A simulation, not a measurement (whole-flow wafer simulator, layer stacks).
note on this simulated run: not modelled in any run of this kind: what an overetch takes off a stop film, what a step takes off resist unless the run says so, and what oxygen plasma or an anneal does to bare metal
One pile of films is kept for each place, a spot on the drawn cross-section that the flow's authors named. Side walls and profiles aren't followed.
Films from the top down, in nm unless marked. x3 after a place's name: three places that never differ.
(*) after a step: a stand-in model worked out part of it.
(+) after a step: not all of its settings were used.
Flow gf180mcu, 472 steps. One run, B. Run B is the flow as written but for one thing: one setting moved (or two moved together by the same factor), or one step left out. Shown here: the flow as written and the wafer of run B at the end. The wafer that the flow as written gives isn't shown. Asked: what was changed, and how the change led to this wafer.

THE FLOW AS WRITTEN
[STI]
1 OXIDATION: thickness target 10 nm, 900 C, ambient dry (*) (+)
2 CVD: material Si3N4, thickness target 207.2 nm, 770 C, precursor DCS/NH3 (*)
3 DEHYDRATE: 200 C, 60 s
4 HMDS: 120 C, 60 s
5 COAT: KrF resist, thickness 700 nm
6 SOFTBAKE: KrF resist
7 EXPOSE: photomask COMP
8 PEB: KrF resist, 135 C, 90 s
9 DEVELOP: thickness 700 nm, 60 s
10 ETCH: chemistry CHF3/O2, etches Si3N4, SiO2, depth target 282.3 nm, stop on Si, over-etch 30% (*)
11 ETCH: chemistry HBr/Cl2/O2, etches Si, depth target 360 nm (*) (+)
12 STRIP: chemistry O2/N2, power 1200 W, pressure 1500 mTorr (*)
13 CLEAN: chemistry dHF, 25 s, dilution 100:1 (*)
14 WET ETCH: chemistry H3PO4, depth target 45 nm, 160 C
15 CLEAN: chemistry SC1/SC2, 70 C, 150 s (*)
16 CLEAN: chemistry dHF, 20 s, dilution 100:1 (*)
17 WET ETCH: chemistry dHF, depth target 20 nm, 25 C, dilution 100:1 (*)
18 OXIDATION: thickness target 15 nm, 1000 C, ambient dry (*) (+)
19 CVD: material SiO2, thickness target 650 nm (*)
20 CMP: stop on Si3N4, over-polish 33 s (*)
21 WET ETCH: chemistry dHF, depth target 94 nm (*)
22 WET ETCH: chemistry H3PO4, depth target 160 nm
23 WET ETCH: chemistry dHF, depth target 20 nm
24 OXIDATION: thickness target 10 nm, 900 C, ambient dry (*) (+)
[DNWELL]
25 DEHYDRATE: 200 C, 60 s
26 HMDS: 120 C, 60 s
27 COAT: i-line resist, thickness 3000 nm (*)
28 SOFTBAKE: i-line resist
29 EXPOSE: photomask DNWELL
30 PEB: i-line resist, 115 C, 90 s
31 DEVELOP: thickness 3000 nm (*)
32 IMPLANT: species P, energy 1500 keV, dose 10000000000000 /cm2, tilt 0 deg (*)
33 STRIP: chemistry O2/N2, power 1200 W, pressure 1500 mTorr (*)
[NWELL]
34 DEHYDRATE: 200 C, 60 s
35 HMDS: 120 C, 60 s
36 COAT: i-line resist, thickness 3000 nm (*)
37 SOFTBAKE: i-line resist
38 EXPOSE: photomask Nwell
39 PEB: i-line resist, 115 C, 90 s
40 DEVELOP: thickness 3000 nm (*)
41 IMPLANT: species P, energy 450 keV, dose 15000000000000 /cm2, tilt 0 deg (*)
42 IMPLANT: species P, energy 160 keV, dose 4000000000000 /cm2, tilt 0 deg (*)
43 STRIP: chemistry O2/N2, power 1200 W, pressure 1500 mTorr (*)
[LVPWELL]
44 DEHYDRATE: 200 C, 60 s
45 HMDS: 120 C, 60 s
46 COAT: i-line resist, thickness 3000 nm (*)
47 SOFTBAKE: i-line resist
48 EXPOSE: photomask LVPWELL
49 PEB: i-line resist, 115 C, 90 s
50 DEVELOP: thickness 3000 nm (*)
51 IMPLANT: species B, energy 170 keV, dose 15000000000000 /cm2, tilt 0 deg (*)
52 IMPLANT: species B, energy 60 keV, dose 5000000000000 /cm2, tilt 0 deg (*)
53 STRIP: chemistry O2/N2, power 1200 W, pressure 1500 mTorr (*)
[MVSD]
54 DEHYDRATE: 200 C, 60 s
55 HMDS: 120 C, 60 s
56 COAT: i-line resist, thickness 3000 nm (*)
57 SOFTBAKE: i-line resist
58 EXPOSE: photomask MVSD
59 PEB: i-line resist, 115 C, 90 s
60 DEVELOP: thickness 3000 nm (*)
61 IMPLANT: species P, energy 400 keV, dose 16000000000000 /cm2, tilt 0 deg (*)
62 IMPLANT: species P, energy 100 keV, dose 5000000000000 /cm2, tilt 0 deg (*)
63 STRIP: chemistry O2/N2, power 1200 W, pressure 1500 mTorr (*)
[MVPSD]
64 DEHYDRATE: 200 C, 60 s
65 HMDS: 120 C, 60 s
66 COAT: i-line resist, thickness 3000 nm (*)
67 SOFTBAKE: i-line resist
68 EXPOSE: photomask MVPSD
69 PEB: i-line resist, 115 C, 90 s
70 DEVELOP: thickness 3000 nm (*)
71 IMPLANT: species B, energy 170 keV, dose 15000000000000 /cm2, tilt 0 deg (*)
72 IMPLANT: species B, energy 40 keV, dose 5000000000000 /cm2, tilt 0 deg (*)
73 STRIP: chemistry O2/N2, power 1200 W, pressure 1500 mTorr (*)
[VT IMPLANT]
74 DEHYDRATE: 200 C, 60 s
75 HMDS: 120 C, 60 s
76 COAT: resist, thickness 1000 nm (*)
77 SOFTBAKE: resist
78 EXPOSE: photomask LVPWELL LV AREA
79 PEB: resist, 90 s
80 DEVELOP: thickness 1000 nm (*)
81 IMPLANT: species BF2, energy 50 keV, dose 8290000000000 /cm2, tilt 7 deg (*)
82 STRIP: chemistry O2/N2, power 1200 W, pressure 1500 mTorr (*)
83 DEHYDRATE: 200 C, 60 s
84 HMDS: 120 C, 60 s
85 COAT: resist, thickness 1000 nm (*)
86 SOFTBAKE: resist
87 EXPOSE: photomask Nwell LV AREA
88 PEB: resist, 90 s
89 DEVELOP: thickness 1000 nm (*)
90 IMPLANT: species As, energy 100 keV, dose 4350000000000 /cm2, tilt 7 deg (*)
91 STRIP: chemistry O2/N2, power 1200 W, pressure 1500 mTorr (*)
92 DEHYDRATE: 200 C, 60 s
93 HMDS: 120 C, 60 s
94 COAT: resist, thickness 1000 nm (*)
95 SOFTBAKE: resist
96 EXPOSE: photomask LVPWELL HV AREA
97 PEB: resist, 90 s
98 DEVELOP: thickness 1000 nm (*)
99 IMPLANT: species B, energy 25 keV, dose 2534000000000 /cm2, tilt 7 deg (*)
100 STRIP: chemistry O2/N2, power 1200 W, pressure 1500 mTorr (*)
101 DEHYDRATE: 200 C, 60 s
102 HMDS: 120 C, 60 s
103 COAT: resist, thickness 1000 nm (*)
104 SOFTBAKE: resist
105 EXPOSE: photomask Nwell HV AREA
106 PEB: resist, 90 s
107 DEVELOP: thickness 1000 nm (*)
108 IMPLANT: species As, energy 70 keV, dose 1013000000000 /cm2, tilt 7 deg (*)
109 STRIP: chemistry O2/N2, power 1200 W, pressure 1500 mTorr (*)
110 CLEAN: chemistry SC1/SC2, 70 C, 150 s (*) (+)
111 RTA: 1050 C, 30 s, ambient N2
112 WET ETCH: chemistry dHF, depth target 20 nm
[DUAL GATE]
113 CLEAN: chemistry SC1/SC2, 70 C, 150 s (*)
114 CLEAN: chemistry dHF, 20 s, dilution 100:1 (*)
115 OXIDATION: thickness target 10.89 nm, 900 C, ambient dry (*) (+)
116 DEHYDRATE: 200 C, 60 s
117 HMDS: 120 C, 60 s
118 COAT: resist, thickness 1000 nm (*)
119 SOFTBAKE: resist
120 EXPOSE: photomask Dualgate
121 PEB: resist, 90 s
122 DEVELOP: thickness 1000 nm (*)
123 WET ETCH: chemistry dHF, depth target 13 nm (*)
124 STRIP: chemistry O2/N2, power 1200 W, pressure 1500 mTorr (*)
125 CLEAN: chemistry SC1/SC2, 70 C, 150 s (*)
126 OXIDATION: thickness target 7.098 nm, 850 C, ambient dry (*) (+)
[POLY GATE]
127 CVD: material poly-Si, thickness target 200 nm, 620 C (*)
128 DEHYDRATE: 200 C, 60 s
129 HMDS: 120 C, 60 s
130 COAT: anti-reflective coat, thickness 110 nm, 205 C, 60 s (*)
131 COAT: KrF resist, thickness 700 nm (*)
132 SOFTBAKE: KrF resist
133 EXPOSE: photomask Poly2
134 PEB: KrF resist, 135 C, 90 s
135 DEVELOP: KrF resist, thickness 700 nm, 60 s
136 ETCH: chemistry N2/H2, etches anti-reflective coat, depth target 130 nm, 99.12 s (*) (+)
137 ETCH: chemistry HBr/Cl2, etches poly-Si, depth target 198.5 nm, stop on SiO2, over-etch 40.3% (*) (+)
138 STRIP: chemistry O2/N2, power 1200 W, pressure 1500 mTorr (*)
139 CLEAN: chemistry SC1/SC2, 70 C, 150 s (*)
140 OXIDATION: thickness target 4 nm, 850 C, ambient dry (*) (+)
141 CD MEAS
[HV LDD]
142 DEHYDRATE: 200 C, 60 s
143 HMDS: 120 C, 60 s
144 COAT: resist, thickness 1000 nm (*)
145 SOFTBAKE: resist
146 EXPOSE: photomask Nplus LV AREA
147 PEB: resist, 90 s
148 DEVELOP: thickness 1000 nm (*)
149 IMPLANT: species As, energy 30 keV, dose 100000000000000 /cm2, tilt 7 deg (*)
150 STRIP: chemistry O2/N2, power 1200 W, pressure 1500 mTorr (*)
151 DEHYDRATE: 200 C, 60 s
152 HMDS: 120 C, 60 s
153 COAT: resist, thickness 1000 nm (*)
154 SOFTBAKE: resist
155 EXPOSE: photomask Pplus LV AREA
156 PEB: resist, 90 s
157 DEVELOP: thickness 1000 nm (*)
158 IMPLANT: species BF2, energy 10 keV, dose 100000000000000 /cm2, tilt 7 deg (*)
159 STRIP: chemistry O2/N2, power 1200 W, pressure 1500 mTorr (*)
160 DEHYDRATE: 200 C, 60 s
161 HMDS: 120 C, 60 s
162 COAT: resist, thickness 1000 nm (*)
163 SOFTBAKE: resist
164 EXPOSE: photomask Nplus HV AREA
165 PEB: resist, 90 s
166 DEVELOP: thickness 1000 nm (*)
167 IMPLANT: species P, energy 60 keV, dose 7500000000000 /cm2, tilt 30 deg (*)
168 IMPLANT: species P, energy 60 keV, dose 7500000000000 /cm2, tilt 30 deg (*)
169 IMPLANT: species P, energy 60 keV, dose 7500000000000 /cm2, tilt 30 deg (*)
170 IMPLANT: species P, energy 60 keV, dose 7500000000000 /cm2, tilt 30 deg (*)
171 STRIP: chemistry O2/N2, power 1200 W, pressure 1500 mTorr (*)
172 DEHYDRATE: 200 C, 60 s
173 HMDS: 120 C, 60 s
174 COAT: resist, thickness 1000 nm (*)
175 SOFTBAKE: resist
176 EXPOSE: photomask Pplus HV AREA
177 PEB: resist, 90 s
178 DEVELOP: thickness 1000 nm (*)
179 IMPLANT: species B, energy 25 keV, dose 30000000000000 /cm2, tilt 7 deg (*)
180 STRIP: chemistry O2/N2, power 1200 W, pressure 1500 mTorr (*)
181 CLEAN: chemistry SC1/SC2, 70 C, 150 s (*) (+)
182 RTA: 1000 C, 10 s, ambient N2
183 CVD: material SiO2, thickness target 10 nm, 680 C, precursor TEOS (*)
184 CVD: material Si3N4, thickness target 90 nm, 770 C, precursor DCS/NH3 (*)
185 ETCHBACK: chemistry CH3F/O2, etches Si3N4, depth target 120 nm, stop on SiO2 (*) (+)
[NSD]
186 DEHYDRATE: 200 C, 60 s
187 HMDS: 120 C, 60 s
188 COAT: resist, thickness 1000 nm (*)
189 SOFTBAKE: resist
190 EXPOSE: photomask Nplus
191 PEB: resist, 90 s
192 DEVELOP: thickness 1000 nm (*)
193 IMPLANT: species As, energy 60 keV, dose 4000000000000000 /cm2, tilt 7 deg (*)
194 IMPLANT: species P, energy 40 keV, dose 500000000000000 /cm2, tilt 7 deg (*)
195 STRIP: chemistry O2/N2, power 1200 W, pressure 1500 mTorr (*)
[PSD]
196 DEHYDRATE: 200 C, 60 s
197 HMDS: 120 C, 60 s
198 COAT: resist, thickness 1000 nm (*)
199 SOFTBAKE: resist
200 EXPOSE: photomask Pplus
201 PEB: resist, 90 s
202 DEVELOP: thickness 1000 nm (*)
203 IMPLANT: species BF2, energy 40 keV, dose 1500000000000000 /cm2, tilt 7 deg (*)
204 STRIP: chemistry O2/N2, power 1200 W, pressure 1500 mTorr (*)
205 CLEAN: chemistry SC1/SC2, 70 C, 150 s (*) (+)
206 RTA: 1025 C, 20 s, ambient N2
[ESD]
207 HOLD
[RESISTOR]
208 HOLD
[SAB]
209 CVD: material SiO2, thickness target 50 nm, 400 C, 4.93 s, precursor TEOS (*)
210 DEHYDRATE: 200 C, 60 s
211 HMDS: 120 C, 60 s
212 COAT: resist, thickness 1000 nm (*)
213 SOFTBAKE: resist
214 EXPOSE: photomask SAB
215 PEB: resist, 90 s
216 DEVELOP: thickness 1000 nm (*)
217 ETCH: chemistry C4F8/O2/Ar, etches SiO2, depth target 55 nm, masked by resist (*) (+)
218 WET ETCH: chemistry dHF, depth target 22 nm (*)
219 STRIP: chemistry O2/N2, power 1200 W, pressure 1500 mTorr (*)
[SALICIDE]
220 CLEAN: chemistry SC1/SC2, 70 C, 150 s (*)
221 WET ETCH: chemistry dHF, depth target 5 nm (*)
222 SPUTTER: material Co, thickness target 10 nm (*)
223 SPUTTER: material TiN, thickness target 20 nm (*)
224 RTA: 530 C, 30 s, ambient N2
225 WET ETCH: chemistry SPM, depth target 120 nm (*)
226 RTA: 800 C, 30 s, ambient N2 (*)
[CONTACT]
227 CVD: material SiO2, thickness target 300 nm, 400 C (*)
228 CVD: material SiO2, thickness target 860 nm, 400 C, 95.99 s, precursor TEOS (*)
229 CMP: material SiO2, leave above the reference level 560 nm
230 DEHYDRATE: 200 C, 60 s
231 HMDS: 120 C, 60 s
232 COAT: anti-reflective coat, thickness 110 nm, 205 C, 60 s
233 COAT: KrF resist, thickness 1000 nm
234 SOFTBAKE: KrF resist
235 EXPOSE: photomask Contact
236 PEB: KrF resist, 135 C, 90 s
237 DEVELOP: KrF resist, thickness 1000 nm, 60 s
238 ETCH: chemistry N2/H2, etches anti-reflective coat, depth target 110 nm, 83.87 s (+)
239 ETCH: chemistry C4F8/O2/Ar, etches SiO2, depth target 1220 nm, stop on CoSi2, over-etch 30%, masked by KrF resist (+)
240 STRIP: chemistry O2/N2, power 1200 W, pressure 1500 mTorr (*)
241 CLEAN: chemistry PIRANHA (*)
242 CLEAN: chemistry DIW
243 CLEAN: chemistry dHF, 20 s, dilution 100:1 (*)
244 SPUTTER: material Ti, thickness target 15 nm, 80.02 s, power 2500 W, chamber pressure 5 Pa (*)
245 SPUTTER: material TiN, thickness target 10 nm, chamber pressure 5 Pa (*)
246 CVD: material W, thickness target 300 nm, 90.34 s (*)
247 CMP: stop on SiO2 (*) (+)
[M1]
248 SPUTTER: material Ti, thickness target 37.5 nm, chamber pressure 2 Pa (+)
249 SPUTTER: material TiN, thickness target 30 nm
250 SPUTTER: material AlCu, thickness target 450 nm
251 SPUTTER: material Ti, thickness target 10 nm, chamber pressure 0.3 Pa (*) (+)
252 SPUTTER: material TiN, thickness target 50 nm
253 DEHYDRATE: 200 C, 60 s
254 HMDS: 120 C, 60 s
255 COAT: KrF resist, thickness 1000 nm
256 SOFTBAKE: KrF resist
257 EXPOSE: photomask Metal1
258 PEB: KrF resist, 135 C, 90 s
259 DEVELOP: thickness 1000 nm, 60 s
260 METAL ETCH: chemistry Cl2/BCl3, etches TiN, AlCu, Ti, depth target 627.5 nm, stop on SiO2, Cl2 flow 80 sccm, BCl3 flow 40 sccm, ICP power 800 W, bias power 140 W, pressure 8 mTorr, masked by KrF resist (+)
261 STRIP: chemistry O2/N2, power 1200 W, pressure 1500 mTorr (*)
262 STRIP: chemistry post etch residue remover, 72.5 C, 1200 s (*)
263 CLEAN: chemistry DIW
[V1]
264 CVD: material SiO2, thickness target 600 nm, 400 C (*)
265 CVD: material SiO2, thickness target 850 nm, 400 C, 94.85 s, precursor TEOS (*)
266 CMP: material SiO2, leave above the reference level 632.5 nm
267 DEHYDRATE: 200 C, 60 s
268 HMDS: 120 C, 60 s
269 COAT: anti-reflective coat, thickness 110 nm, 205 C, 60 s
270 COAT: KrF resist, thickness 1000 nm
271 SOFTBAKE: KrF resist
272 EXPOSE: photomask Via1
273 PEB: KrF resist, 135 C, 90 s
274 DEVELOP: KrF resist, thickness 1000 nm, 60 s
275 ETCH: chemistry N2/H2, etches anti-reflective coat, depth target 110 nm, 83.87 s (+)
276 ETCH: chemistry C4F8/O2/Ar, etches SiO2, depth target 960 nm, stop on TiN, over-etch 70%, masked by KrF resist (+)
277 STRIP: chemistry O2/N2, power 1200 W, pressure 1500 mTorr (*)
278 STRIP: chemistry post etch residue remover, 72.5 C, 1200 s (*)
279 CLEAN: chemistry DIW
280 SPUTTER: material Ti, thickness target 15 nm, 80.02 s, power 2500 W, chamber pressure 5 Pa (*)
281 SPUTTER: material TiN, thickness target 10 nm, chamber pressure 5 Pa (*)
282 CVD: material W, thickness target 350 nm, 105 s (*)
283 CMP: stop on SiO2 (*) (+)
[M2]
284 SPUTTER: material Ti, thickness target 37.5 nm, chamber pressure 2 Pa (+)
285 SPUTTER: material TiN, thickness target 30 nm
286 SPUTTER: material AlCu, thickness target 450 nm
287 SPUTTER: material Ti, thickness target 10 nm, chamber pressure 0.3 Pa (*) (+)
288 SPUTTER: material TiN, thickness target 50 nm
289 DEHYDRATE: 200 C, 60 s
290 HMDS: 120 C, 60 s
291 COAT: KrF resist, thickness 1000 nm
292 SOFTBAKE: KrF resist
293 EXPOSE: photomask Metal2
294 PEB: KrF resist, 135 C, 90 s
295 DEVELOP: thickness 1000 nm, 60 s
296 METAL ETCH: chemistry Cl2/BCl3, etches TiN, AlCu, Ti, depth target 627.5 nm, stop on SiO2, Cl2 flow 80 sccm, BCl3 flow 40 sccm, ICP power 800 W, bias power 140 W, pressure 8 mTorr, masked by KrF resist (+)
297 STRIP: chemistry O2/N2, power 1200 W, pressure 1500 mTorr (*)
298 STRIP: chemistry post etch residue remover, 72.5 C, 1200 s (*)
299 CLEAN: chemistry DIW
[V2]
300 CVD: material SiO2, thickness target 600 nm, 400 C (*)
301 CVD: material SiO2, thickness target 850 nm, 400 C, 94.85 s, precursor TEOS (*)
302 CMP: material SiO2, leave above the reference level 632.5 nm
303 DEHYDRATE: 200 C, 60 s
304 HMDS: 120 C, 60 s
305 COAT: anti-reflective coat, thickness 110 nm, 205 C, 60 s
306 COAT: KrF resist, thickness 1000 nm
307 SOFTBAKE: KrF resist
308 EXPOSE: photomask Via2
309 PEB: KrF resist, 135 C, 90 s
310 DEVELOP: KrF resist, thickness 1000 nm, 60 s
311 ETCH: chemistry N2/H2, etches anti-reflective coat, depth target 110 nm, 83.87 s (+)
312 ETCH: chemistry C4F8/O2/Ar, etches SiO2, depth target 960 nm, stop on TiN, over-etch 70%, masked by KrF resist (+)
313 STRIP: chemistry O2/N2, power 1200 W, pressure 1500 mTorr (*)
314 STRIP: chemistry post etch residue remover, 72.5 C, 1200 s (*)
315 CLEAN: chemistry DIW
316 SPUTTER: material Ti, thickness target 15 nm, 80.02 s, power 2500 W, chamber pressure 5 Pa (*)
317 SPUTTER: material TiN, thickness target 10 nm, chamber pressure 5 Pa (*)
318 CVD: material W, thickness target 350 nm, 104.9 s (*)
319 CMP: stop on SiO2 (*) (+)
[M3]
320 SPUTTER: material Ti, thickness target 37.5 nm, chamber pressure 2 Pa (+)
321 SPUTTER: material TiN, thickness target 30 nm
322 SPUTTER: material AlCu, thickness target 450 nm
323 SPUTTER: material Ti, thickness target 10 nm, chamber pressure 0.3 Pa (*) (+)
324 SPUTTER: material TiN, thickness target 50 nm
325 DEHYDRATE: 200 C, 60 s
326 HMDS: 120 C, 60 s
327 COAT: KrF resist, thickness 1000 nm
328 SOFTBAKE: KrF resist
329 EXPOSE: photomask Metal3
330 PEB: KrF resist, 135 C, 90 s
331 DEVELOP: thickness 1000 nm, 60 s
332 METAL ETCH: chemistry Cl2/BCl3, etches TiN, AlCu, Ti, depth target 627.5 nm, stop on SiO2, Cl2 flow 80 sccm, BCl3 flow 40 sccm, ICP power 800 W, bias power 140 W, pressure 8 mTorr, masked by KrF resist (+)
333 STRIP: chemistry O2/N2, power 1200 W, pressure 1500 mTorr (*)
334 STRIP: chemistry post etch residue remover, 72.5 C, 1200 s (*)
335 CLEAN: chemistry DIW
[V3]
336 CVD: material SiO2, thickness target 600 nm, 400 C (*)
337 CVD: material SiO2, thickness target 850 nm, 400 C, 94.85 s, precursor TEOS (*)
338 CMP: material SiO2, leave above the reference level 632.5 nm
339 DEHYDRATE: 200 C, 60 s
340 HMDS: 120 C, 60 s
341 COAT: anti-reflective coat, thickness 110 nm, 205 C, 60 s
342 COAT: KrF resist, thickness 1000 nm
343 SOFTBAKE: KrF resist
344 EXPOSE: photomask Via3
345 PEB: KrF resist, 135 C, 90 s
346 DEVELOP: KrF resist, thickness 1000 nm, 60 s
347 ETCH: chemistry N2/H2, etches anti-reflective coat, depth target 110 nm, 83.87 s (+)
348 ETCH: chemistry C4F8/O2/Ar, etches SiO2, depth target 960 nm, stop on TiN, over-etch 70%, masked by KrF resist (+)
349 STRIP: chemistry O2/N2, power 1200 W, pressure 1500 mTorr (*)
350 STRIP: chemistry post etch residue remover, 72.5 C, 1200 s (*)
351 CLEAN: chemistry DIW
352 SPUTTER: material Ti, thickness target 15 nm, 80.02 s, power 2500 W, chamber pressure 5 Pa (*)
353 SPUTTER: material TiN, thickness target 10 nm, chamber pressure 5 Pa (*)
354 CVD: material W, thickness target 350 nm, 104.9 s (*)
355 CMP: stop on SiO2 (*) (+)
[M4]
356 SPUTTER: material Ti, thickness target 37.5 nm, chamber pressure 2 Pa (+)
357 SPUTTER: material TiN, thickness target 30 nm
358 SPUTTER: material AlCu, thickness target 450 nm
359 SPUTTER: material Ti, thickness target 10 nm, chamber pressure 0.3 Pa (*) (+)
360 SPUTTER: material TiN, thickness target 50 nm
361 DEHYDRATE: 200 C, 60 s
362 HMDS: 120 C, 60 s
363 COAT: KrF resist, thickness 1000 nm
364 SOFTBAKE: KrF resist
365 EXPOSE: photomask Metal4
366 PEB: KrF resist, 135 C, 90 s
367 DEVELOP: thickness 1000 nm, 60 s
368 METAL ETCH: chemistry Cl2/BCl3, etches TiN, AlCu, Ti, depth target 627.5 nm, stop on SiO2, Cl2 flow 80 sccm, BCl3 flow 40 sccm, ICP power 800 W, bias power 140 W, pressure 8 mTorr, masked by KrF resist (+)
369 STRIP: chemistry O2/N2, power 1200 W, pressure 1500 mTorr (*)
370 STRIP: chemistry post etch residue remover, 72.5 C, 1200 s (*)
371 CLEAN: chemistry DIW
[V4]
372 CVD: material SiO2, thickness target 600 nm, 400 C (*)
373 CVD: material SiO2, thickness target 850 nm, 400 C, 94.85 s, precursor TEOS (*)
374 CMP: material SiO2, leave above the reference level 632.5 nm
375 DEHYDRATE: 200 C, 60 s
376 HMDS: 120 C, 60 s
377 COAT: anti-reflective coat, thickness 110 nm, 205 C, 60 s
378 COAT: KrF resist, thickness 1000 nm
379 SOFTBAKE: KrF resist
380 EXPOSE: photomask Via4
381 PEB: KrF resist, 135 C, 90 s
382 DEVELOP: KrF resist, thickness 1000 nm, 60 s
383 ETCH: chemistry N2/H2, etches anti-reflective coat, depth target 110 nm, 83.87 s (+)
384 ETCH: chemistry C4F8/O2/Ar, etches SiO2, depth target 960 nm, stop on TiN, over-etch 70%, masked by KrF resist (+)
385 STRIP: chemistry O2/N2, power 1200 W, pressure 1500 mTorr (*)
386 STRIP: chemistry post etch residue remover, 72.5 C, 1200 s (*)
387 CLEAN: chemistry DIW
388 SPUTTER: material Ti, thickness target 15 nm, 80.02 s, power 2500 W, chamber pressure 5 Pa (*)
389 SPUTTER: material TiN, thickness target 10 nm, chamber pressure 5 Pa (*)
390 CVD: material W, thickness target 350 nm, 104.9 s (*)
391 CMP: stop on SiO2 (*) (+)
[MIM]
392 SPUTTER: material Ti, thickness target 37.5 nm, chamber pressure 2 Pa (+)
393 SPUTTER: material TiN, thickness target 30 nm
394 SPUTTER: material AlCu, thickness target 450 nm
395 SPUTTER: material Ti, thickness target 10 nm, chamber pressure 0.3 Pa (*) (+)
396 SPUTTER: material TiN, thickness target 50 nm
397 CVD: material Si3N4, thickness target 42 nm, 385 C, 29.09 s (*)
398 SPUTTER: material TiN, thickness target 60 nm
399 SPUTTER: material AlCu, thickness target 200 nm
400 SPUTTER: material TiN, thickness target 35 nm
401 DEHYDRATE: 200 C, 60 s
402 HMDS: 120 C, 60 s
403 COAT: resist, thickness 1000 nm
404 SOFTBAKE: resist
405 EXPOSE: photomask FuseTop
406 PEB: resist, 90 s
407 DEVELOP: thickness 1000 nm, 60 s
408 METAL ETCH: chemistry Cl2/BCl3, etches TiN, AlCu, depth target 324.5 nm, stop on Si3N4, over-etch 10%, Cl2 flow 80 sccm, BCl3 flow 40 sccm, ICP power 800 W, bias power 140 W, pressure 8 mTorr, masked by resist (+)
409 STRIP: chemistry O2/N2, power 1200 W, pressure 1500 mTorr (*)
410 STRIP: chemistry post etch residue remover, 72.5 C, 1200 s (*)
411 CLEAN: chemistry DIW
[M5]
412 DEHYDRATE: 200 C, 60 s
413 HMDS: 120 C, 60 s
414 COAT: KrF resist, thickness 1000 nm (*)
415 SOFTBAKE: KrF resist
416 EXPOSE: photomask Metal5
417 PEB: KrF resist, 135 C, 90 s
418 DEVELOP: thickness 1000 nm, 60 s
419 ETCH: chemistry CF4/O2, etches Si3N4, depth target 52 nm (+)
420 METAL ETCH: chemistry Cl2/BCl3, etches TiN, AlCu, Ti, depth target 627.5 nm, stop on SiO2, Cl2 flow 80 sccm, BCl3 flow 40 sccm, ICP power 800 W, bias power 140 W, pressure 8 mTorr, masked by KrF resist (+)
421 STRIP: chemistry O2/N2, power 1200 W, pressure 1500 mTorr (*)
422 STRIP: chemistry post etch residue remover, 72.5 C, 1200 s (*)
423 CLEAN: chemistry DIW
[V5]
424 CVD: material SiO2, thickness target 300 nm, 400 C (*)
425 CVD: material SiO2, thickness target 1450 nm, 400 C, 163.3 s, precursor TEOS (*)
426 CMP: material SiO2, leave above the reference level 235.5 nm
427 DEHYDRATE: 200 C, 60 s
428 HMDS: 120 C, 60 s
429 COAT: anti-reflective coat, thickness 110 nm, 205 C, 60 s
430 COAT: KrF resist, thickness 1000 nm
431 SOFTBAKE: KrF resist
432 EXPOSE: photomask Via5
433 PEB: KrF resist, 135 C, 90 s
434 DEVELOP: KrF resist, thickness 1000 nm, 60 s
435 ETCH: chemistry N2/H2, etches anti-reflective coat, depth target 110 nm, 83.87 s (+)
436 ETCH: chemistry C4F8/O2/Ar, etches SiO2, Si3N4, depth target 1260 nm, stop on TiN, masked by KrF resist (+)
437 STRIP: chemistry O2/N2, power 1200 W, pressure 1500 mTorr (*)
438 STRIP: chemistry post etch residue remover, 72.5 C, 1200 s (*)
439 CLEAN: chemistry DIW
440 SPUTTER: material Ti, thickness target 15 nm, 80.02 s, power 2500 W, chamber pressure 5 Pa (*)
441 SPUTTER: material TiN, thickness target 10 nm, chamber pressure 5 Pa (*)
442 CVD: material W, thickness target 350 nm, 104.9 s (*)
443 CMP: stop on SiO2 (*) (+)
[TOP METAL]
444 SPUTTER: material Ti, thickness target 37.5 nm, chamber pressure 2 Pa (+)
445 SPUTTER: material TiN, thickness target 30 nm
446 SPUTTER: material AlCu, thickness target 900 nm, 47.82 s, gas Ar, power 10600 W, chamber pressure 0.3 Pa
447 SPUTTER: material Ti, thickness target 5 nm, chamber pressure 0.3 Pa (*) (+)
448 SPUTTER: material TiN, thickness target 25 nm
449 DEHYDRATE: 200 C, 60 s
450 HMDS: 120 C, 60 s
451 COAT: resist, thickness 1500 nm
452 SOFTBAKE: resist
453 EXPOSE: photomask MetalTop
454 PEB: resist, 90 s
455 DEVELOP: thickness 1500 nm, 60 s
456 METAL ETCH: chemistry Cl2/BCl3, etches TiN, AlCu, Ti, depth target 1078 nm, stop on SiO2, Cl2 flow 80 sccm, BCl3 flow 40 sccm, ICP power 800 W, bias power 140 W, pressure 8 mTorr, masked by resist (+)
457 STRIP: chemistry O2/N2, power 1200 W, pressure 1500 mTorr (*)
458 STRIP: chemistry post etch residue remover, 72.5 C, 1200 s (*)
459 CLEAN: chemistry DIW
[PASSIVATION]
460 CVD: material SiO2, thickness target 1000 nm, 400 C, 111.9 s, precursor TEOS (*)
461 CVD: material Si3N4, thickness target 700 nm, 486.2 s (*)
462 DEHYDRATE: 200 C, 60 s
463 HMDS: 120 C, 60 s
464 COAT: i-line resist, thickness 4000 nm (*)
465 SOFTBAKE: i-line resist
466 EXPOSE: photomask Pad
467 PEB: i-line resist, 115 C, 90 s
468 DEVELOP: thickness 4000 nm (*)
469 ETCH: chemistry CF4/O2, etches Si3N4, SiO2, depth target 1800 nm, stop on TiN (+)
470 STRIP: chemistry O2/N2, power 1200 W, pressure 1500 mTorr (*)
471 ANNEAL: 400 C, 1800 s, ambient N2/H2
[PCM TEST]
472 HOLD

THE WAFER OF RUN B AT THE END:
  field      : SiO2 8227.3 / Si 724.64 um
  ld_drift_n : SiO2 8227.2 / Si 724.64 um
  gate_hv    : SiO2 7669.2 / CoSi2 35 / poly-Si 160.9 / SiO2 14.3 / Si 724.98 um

The cause: step 461, CVD: material Si3N4, thickness target 700 nm, 486.2 s (*), was left out.

How the change led to this, step by step:
  465 SOFTBAKE: i-line resist
      field__w5, field__w9: i-line resist +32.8 (as written it would be: i-line resist +37.3)
      field__w11, field__w13: i-line resist +33.7 (as written it would be: i-line resist +37.9)
      (and at 55 more places)
  469 ETCH: chemistry CF4/O2, etches Si3N4, SiO2, depth target 1800 nm, stop on TiN (+)
      pad: SiO2 -1000 (all of it) (as written it would be: Si3N4 -700 (all of it), SiO2 -1000 (all of it))
      field, field__w1, field__w2 and 108 more: i-line resist -1000 (as written it would be: i-line resist -1200)
  470 STRIP: chemistry O2/N2, power 1200 W, pressure 1500 mTorr (*)
      iso_ptap_pw, iso_ntap_nw, iso_nw_fld and 33 more: i-line resist -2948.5 (all of it) (as written it would be: i-line resist -2748.5 (all of it))
      p_well, sti, spacer, sd_n, mim_1p0, dice_street: i-line resist -2954 (all of it) (as written it would be: i-line resist -2754.7 (all of it))
      (and at 69 more places)
